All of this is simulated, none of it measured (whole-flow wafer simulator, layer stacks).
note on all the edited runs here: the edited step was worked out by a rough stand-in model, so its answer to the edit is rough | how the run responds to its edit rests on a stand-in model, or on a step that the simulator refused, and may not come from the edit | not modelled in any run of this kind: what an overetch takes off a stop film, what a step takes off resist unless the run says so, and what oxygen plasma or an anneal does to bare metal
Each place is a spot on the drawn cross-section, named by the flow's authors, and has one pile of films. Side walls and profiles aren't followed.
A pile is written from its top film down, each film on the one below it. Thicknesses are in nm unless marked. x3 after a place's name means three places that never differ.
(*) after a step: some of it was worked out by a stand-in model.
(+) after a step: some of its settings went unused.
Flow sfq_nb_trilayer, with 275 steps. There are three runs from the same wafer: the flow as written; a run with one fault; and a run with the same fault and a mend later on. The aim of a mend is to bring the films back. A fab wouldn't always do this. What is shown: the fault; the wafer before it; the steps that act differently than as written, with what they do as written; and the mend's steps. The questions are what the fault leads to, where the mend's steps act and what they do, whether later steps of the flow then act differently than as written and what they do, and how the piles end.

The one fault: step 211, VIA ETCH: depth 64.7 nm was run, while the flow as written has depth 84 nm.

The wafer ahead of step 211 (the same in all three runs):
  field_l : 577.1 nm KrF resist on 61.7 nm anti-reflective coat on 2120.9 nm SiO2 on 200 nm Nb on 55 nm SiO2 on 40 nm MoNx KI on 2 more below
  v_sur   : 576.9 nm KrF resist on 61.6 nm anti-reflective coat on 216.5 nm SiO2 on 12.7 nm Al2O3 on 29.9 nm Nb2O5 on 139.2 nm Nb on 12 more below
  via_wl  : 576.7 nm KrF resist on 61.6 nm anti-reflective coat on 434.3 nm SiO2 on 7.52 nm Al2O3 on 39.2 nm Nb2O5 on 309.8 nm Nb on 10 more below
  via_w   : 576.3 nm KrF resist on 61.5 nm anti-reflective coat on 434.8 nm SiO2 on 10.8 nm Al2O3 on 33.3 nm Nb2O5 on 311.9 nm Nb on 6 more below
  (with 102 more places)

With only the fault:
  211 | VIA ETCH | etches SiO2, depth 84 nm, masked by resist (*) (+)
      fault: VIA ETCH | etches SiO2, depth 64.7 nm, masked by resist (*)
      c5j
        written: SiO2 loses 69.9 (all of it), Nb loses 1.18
        fault: SiO2 loses 64.7
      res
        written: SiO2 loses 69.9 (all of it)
        fault: SiO2 loses 64.7
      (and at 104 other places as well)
  Steps later in the flow that act otherwise than as written (7 more steps, not shown, differ only slightly: by at most 2% or 0.5 nm, whichever is larger):
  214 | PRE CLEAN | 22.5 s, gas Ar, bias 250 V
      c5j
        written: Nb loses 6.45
        fault: SiO2 loses 5.19 (all of it), Nb loses 2.25
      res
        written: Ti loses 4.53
        fault: SiO2 loses 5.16 (all of it), Ti loses 1.92
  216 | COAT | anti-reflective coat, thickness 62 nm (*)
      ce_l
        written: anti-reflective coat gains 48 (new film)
        fault: anti-reflective coat gains 49.4 (new film)
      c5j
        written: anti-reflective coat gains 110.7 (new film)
        fault: anti-reflective coat gains 106.8 (new film)
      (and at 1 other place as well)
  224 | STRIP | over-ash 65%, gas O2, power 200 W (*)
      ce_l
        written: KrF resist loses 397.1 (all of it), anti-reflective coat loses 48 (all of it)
        fault: KrF resist loses 396.2 (all of it), anti-reflective coat loses 49.4 (all of it)
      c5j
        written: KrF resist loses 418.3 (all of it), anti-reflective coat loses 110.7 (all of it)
        fault: KrF resist loses 415.5 (all of it), anti-reflective coat loses 106.8 (all of it)
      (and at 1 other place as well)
  The piles end different from the flow's at c5j, res by more than 2% or 0.5 nm, whichever is larger.
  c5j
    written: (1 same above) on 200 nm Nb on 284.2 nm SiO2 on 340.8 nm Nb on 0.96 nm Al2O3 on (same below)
    fault: (1 same above) on 200 nm Nb on 276.9 nm SiO2 on 348.1 nm Nb on 0.96 nm Al2O3 on (same below)
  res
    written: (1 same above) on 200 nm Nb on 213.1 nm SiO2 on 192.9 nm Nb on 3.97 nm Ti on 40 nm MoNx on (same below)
    fault: (1 same above) on 200 nm Nb on 210 nm SiO2 on 193.4 nm Nb on 6.58 nm Ti on 40 nm MoNx on (same below)

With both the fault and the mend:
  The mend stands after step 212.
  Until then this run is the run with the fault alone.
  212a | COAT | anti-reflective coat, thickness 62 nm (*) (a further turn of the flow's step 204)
      lsp_l, ln_m5, p4_fl x3 and 61 more
        anti-reflective coat gains 62 (new film)
      field_r, lsp_m, ln_m6 and 7 more
        anti-reflective coat gains 61.9 (new film)
      v_sur, via_wl
        anti-reflective coat gains 61.5 (new film)
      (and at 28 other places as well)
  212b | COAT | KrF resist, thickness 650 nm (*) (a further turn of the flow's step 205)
      l0_sur, p4_fl x3, p4_w1 x9 and 35 more
        KrF resist gains 650 (new film)
      l0v, wl_b_m5, wl_b_sr and 13 more
        KrF resist gains 649.9 (new film)
      ln_m6, wl_j_sl, wl_j_sr
        KrF resist gains 650.2 (new film)
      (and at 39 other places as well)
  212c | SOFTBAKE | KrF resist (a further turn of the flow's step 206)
      leaves every film unchanged at each place that is followed
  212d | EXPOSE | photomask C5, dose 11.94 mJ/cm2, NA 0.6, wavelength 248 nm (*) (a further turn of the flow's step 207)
      leaves every film unchanged at each place that is followed
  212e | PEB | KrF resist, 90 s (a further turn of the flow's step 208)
      field_l, sp_r, res and 81 more
        KrF resist loses 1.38
      v_sur, via_wl, via_w, via_wr, via_sp, be_sur, jj_sur
        KrF resist loses 1.37
      r5r_line_l, r5r_line_c, r5r_line_r
        KrF resist loses 1.34
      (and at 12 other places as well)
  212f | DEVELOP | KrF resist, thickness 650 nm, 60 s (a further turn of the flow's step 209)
      field_l, v_sur, via_wl and 101 more
        KrF resist loses 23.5
      c5j
        KrF resist loses 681 (all of it)
      res
        KrF resist loses 650.1 (all of it)
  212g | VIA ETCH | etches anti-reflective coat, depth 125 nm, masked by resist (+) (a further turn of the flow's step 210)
      field_l, v_sur, via_wl and 101 more
        KrF resist loses 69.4
      c5j
        anti-reflective coat loses 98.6 (all of it), SiO2 loses 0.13
      res
        anti-reflective coat loses 87.2 (all of it), SiO2 loses 0.19
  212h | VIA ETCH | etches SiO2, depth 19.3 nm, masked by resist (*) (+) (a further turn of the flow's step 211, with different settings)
      field_l, v_sur, via_wr and 81 more
        KrF resist loses 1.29
      via_wl, via_w, via_v and 17 more
        KrF resist loses 1.28
      c5j
        SiO2 loses 5.06 (all of it), Nb loses 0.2
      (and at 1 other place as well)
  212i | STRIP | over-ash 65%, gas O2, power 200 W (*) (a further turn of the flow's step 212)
      p4_fl x3, p4_w1 x9, p4_g1 x2 and 33 more
        KrF resist loses 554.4 (all of it), anti-reflective coat loses 62 (all of it)
      wl_c_sl, wl_c_m6, wl_c_sr and 8 more
        KrF resist loses 554.3 (all of it), anti-reflective coat loses 62 (all of it)
      wl_b_sl, wl_b_m5, wl_b_sr, wl_f_sr, wl_g_sl, wl_g_m5
        KrF resist loses 554.2 (all of it), anti-reflective coat loses 62 (all of it)
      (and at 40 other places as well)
  Every later step of the flow that is run acts as written, at every place that is followed, to within 2% or 0.5 nm, whichever is larger.
  When the end is reached, the piles differ only a little from the flow's at the places that both follow, at most by 2% or 0.5 nm, whichever is larger.
